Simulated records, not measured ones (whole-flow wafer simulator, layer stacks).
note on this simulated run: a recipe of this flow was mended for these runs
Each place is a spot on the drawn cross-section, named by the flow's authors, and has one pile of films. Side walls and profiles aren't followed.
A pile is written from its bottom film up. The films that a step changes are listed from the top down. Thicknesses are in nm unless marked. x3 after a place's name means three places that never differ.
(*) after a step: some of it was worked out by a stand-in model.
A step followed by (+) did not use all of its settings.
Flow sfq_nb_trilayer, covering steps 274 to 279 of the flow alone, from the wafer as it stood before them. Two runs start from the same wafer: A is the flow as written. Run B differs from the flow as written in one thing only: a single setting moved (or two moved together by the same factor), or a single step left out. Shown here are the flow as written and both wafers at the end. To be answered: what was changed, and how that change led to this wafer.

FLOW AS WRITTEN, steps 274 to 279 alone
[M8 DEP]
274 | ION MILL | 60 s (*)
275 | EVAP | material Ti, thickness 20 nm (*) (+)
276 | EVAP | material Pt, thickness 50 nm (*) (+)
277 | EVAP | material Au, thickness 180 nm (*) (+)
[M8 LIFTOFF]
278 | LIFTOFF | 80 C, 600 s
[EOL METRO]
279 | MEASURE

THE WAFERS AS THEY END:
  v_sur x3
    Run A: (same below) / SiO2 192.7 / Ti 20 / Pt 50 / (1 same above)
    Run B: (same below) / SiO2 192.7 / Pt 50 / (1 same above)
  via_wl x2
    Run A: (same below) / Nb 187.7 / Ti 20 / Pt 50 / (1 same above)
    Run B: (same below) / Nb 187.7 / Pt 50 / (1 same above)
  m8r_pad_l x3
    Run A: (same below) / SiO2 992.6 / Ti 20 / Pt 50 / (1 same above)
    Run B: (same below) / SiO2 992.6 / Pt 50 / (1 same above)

Cause: step 275, EVAP: material Ti, thickness 20 nm (*) (+), was omitted.

How this came from the change, step by step:
  278 | LIFTOFF | 80 C, 600 s
      p4_fl x5, p4_w1 x9, p3_s0 x11 and 49 more: A -180 Au (all of it), -50 Pt (all of it), -20 Ti (all of it), -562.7 KrF-resist-other-grade (all of it), -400 lift-off-underlayer (all of it) | B -180 Au (all of it), -50 Pt (all of it), -562.7 KrF-resist-other-grade (all of it), -400 lift-off-underlayer (all of it)
      r_sur, res, r_end: A -180 Au (all of it), -50 Pt (all of it), -20 Ti (all of it), -559.9 KrF-resist-other-grade (all of it), -399.5 lift-off-underlayer (all of it) | B -180 Au (all of it), -50 Pt (all of it), -559.9 KrF-resist-other-grade (all of it), -399.5 lift-off-underlayer (all of it)
      (also at 18 further places)
